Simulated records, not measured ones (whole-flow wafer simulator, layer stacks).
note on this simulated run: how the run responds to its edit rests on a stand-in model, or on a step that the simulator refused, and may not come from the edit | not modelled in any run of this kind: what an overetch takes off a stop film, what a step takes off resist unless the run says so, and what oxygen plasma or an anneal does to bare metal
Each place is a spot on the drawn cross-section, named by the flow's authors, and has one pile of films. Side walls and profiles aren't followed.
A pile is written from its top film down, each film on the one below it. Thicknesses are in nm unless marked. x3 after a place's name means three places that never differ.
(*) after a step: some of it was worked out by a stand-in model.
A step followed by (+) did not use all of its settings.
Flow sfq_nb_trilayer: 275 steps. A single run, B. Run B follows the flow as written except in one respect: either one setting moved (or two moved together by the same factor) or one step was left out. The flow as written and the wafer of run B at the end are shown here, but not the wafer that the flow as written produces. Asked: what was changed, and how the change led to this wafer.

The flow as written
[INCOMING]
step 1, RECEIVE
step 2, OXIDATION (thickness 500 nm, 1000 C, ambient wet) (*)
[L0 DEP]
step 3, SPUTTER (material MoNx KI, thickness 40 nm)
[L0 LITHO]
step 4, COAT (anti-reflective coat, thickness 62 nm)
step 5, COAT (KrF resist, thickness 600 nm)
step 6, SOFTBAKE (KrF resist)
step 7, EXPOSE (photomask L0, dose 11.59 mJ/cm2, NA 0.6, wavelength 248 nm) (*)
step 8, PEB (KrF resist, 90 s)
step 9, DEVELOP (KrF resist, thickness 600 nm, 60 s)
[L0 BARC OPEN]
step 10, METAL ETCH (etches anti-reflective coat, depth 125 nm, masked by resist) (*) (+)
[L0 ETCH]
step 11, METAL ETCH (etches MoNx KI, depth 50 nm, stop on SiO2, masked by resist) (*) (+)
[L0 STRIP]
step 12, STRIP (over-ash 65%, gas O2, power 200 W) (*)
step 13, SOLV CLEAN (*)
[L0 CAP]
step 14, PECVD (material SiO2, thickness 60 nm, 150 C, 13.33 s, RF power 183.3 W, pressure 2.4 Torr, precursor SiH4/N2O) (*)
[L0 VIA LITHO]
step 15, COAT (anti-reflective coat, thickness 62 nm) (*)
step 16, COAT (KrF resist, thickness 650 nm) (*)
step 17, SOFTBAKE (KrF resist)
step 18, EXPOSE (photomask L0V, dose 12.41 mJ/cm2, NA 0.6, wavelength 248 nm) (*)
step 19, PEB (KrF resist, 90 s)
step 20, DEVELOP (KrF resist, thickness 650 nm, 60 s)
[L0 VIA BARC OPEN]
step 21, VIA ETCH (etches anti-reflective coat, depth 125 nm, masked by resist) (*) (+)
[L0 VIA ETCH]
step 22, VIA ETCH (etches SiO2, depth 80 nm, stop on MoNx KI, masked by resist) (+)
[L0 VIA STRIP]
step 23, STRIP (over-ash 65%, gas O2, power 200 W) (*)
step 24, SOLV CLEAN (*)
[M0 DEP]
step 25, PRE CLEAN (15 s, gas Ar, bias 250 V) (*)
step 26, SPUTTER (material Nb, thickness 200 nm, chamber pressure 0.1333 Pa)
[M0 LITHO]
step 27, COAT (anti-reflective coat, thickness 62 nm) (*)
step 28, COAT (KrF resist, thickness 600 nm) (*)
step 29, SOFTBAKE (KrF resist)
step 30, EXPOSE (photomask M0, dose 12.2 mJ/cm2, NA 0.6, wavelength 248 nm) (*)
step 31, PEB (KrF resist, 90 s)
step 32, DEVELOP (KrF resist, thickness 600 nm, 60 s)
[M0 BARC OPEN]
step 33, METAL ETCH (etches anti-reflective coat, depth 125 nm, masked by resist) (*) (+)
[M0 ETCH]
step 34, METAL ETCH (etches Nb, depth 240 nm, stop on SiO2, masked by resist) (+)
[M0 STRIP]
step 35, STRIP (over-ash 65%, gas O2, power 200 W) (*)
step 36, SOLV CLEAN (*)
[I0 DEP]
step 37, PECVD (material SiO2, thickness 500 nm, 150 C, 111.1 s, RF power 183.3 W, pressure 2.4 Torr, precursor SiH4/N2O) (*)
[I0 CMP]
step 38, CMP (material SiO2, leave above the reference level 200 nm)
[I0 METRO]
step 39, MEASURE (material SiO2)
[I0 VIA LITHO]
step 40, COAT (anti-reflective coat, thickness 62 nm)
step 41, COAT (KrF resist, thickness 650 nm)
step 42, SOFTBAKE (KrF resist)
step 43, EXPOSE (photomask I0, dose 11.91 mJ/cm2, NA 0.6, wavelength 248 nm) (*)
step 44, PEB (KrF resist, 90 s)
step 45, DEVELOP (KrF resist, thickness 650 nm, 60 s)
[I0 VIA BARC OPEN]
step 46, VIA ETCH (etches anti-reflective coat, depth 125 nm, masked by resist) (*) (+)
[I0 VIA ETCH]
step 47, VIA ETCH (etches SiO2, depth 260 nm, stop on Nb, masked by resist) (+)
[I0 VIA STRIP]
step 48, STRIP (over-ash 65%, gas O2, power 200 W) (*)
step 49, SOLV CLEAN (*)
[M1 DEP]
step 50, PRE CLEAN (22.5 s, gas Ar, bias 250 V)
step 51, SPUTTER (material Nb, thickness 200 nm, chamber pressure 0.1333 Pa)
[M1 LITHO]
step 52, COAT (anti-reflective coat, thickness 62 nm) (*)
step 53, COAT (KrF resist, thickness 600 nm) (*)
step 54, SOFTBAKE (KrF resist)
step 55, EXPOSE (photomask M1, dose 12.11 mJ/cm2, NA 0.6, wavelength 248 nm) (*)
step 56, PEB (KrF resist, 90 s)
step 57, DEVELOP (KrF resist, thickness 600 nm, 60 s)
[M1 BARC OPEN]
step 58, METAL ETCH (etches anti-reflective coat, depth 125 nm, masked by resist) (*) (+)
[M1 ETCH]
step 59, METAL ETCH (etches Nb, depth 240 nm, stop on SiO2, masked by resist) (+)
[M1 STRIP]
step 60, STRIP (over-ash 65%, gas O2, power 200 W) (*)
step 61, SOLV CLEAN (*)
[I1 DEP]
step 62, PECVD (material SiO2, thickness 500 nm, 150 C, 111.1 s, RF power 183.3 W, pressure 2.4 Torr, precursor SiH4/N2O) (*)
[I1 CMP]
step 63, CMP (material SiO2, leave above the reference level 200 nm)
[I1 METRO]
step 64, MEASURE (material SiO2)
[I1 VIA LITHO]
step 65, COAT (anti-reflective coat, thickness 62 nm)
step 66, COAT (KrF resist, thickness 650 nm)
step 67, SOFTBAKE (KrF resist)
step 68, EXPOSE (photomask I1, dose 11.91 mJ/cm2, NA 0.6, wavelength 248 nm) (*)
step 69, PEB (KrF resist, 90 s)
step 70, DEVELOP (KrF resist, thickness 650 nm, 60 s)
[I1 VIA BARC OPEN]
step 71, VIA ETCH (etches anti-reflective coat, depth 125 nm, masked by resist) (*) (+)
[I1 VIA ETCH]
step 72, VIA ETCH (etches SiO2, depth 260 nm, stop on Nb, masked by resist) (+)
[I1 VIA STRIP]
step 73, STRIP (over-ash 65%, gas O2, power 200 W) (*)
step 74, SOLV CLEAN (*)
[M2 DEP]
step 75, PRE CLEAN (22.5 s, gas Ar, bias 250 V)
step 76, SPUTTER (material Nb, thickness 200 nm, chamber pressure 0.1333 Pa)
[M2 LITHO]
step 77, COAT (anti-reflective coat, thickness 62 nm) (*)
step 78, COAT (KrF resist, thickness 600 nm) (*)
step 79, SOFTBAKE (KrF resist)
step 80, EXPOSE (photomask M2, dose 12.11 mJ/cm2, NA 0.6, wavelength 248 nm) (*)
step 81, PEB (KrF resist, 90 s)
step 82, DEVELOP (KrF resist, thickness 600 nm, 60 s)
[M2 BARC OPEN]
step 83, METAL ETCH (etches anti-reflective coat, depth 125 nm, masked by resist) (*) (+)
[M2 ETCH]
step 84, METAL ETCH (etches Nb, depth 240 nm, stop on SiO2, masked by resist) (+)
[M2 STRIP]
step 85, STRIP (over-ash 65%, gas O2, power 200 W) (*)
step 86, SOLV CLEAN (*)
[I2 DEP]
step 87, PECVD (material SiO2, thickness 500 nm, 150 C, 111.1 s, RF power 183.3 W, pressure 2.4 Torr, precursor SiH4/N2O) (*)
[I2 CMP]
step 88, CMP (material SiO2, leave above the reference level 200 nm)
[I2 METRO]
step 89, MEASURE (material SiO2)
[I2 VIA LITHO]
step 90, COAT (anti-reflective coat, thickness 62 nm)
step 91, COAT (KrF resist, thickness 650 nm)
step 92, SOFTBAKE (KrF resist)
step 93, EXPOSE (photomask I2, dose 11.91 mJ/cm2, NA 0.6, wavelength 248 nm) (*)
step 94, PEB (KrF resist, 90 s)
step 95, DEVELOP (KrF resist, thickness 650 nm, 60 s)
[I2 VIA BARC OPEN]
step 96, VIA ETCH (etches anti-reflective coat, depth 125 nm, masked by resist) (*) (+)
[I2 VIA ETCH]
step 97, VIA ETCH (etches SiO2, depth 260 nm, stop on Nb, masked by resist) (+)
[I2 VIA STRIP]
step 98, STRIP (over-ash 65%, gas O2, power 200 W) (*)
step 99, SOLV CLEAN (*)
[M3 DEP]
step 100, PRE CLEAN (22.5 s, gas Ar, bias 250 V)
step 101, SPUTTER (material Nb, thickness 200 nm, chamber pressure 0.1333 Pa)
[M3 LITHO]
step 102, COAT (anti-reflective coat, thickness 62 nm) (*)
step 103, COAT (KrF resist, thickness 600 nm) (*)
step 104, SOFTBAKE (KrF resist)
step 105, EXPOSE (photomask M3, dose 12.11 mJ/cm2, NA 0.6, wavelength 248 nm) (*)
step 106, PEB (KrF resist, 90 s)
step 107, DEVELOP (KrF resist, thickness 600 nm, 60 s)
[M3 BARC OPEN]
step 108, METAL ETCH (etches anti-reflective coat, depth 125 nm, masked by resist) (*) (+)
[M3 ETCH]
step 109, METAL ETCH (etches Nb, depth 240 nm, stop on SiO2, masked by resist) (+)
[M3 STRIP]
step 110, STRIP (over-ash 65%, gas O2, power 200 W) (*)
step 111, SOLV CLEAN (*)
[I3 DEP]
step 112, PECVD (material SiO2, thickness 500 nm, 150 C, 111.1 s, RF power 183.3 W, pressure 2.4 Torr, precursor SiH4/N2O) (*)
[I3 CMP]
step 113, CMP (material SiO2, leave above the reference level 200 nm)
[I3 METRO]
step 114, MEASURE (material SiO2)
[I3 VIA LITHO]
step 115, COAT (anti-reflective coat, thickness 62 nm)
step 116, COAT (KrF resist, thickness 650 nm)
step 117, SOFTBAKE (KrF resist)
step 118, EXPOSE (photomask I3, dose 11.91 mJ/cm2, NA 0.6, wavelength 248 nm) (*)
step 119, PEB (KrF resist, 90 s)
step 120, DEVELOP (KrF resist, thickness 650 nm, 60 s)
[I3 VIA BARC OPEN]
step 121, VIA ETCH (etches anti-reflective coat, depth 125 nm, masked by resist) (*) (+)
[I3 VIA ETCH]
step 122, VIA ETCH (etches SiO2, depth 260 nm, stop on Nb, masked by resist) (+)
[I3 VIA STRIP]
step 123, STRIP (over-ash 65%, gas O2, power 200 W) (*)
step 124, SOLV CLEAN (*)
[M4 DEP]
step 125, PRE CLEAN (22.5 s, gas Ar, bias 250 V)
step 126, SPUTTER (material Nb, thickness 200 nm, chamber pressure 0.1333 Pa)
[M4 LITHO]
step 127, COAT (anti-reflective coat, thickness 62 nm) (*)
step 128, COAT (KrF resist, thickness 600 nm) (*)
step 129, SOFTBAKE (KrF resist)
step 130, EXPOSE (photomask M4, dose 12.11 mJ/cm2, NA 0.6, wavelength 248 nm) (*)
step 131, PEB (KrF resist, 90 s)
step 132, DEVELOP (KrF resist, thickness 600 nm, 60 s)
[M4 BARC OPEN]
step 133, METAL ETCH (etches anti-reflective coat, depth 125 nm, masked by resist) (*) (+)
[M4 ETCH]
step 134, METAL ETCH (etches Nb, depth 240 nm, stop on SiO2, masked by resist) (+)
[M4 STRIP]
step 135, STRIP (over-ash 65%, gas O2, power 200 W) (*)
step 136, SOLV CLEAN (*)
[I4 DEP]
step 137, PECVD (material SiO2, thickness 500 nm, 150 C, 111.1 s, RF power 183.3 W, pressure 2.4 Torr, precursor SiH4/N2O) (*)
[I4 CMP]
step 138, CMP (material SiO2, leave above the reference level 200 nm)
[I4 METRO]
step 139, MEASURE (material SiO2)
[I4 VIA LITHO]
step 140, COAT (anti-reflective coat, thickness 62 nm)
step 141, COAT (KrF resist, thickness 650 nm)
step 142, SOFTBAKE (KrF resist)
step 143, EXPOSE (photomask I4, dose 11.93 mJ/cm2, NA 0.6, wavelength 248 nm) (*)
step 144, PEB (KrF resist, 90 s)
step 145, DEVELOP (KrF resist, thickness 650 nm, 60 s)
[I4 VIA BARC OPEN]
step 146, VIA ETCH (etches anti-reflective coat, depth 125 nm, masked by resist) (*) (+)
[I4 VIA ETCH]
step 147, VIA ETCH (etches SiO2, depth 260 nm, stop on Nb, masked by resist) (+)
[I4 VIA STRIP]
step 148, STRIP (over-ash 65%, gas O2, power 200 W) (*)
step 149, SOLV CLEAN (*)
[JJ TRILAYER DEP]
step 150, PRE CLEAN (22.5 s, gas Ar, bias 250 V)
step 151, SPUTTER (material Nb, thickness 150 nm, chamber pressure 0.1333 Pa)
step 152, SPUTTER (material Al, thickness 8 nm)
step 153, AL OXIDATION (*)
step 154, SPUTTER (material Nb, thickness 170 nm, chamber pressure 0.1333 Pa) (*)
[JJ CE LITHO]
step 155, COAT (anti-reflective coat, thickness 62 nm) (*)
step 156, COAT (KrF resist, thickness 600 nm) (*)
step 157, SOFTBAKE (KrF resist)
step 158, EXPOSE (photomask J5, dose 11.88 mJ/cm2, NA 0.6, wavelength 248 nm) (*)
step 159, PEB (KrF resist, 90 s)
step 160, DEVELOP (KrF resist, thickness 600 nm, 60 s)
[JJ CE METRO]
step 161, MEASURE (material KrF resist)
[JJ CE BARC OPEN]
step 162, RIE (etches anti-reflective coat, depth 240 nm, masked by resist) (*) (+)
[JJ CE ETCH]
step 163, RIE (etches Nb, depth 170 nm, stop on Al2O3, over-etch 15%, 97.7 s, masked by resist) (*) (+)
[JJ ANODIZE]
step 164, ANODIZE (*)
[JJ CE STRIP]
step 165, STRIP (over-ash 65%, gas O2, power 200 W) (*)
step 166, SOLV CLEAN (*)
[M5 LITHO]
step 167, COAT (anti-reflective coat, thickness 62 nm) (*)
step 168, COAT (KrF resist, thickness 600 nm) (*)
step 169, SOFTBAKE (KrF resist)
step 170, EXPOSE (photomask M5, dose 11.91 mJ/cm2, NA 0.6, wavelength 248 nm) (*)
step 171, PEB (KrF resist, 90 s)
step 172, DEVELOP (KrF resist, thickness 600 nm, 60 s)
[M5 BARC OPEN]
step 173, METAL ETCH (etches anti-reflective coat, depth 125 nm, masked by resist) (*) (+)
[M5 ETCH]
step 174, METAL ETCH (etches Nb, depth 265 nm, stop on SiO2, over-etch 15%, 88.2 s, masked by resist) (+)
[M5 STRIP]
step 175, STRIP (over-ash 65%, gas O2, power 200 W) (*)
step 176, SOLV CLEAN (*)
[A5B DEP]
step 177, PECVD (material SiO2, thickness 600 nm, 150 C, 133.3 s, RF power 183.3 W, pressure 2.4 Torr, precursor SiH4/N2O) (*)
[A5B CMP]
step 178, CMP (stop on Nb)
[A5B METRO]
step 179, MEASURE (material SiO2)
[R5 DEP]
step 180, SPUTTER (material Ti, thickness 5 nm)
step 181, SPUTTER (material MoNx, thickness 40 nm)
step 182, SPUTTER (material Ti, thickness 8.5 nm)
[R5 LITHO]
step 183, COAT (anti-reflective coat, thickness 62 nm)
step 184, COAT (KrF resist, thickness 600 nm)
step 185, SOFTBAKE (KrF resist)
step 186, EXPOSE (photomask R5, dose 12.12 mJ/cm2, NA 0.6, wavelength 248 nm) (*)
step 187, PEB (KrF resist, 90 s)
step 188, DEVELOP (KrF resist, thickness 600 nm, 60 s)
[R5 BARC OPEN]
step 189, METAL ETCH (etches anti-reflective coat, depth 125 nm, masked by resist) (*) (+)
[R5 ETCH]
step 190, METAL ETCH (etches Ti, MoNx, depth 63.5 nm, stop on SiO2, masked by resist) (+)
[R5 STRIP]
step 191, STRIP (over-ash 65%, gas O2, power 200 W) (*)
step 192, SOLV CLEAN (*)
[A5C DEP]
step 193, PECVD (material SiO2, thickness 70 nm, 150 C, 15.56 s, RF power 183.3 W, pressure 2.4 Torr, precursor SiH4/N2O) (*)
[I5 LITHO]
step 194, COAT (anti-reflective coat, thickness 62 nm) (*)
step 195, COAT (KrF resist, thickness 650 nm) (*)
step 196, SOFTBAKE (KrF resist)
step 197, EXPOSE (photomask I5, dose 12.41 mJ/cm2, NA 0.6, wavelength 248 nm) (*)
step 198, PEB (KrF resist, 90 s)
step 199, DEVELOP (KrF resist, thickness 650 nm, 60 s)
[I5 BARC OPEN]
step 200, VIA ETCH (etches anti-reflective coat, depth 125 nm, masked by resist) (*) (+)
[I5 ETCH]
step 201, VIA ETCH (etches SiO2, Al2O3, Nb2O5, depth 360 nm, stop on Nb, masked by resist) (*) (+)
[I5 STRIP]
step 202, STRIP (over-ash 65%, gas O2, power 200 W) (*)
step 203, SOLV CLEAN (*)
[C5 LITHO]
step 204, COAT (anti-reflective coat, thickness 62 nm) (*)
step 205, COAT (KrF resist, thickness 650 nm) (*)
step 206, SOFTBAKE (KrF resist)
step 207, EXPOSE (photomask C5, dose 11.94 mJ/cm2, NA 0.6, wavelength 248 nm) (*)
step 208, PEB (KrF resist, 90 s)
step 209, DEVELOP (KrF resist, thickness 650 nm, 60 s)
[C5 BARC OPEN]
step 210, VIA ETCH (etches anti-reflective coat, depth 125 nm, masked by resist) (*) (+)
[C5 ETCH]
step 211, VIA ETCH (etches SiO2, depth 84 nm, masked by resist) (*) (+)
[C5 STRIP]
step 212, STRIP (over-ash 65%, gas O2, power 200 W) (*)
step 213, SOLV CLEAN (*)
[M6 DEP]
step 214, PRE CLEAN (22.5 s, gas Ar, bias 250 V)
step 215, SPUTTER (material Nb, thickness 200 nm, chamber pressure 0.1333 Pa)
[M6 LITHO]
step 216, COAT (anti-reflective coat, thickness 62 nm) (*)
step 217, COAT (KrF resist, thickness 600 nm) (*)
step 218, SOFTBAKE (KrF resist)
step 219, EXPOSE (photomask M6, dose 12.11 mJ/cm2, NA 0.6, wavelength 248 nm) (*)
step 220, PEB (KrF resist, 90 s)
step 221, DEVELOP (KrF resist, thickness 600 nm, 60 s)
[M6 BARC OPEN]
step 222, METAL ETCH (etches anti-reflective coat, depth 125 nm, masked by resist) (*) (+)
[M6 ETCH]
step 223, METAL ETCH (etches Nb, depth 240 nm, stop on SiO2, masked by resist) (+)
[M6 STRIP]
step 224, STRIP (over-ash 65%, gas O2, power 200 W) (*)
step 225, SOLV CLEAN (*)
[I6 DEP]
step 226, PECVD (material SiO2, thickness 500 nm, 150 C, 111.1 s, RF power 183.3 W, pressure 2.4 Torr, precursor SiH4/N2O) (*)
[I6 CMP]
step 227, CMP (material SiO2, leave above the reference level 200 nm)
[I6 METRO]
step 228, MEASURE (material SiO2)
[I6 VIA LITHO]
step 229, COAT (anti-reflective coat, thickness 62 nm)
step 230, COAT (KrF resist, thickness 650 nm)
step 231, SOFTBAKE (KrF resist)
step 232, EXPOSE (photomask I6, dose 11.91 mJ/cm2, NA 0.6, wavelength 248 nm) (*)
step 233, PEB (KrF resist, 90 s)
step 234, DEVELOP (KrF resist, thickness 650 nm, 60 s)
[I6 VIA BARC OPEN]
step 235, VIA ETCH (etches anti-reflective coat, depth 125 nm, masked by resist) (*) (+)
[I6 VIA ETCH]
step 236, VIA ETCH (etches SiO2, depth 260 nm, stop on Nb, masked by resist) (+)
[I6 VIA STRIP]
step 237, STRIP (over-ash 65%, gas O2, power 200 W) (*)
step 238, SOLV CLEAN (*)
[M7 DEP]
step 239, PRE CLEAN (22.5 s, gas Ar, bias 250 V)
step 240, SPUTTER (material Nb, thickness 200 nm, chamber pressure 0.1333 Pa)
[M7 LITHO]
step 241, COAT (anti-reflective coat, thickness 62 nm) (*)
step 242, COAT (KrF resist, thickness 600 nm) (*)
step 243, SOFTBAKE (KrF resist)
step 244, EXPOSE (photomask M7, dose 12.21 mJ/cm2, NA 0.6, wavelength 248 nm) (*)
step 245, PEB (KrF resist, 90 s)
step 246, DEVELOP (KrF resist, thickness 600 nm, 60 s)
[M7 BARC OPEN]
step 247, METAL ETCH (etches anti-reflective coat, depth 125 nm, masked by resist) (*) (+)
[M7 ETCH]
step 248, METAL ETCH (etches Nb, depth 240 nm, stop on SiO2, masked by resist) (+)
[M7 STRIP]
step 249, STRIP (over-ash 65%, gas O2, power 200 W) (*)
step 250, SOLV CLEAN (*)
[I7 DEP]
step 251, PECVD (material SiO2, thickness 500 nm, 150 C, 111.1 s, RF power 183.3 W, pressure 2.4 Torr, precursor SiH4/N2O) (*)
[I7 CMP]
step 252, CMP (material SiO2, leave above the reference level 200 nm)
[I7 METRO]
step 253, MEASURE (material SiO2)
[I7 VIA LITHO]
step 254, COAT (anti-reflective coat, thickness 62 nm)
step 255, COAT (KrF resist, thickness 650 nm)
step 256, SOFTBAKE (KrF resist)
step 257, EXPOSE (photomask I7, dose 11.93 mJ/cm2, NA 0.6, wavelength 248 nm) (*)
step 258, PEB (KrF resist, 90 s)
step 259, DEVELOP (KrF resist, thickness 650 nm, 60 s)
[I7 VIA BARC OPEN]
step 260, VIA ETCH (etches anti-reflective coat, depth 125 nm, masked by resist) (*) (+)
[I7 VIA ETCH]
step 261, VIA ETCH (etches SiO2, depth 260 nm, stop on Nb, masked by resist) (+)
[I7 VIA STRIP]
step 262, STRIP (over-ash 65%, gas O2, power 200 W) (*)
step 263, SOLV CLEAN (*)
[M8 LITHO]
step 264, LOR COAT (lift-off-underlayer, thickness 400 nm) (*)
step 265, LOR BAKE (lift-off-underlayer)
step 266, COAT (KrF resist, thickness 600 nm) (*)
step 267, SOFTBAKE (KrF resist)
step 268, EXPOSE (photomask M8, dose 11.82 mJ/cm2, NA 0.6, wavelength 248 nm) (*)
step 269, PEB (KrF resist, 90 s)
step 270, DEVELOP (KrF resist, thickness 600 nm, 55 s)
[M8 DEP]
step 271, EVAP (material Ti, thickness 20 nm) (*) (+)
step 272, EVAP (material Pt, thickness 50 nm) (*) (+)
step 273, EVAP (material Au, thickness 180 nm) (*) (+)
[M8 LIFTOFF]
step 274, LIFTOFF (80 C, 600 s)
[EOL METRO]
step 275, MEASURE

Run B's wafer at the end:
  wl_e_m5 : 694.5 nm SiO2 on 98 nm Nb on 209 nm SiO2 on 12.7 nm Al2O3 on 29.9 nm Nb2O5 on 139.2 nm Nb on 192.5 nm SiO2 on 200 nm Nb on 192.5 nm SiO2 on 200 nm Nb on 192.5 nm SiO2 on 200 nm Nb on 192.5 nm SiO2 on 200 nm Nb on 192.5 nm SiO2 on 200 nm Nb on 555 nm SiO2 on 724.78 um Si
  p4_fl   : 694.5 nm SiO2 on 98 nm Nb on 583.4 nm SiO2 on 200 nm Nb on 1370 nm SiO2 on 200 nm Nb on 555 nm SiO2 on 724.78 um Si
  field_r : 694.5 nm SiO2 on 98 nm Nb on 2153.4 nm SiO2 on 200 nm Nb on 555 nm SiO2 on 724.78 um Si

Cause: step 223, METAL ETCH: depth 102 nm was run, while the flow as written has depth 240 nm.

Step by step, how the change led to this:
  step 223, METAL ETCH (etches Nb, depth 240 nm, stop on SiO2, masked by resist) (+)
      field_l, gap, moat and 76 more: -102 Nb (as written it would have been: -200 Nb (all of it))
      v_sur, via_wl, via_w and 24 more: -60 KrF resist (as written it would have been: -141.2 KrF resist)
  step 224, STRIP (over-ash 65%, gas O2, power 200 W) (*)
      wl_j_sl, wl_j_sr: -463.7 KrF resist (all of it), -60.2 anti-reflective coat (all of it) (as written it would have been: -382.5 KrF resist (all of it), -60.2 anti-reflective coat (all of it))
      m6r_line_l x2: -463.6 KrF resist (all of it), -62 anti-reflective coat (all of it) (as written it would have been: -382.4 KrF resist (all of it), -62 anti-reflective coat (all of it))
      (and at 23 other places as well)
  step 226, PECVD (material SiO2, thickness 500 nm, 150 C, 111.1 s, RF power 183.3 W, pressure 2.4 Torr, precursor SiH4/N2O) (*)
      field_l, p4_fl, p4_fm and 62 more: +500 SiO2 (new film) (as written it would have been: +500 SiO2)
      moat, field_r, lsp_l, ln_m5, lsp_m: +500 SiO2 (new film) (as written it would have been: +493.6 SiO2)
      (and at 9 other places as well)
  step 227, CMP (material SiO2, leave above the reference level 200 nm)
      field_l, p4_fl, p4_fm and 59 more: -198 SiO2 (as written it would have been: -100 SiO2)
      moat, field_r, lsp_l, ln_m5, lsp_m: -198 SiO2 (as written it would have been: -93.6 SiO2)
      (and at 12 other places as well)
If metal films that touch count as one body, wl_e_m5 has 7 bodies (between them, from the top down: SiO2 209 / Al2O3 12.7 / Nb2O5 29.9; SiO2 192.5; SiO2 192.5; SiO2 192.5; SiO2 192.5; SiO2 192.5); the flow as written gives 6 bodies (between them, from the top down: SiO2 192.5; SiO2 192.5; SiO2 192.5; SiO2 192.5; SiO2 192.5).
If metal films that touch count as one body, p4_fl has 3 bodies (between them, from the top down: SiO2 583.4; SiO2 1370); the flow as written gives 2 bodies (between them, from the top down: SiO2 1370).
If metal films that touch count as one body, field_r has 2 bodies (between them, from the top down: SiO2 2153.4); the flow as written gives 1 body.
